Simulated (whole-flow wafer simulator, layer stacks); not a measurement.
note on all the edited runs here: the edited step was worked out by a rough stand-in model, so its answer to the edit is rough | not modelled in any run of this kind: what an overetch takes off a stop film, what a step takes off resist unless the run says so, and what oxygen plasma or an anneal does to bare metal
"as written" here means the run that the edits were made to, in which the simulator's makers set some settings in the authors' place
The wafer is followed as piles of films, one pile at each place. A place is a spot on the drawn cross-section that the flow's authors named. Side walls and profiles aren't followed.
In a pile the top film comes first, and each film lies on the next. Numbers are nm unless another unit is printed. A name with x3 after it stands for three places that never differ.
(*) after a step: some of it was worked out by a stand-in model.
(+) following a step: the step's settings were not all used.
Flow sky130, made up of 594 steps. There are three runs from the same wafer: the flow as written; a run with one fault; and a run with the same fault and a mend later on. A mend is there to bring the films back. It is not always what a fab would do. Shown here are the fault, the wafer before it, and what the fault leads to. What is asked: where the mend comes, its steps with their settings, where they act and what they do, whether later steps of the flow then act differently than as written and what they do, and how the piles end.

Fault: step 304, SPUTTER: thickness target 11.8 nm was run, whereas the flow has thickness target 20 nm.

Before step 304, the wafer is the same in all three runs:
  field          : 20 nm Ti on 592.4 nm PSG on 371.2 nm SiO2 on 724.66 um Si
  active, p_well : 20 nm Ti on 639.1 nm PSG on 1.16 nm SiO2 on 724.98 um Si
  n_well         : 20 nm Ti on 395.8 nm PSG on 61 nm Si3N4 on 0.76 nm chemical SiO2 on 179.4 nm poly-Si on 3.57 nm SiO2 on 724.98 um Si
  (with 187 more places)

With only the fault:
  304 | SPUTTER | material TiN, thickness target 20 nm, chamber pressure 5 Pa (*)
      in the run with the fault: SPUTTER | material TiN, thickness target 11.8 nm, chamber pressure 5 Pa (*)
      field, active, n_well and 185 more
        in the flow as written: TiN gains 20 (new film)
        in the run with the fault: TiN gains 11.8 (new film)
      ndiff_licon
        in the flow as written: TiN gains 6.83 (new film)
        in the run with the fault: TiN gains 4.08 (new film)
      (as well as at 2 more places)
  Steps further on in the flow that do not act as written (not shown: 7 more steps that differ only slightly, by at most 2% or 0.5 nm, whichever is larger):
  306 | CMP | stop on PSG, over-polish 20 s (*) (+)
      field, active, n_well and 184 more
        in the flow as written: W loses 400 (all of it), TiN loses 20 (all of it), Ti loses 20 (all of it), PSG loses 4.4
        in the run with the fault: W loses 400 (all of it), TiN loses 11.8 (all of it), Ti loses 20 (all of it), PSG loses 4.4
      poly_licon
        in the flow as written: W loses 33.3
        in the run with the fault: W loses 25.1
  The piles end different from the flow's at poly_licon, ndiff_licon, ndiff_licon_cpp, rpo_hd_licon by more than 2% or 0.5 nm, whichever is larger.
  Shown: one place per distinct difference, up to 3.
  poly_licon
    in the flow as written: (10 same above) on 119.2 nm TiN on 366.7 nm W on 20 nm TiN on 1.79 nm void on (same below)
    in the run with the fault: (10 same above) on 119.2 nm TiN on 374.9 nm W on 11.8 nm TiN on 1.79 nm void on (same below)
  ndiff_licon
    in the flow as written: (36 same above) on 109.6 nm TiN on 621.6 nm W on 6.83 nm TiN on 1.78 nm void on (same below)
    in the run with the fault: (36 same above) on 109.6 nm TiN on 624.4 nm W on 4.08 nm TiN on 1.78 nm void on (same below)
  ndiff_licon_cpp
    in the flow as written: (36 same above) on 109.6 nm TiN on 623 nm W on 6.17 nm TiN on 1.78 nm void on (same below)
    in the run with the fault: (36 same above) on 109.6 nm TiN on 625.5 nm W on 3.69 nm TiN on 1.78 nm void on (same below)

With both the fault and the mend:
  After step 304 comes the mend.
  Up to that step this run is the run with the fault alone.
  304a | SPUTTER | material TiN, thickness target 8.2 nm, chamber pressure 5 Pa (*) (the flow's step 304, run once more with other settings)
      field, active, n_well and 185 more
        TiN gains 8.2
      ndiff_licon
        TiN gains 2.75
      ndiff_licon_cpp
        TiN gains 2.49
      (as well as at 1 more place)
  Every later step of the flow that is run acts as written, at every place that is followed, to within 2% or 0.5 nm, whichever is larger.
  The piles end only slightly different from the flow's at the places that both follow, by no more than 2% or 0.5 nm, whichever is larger.
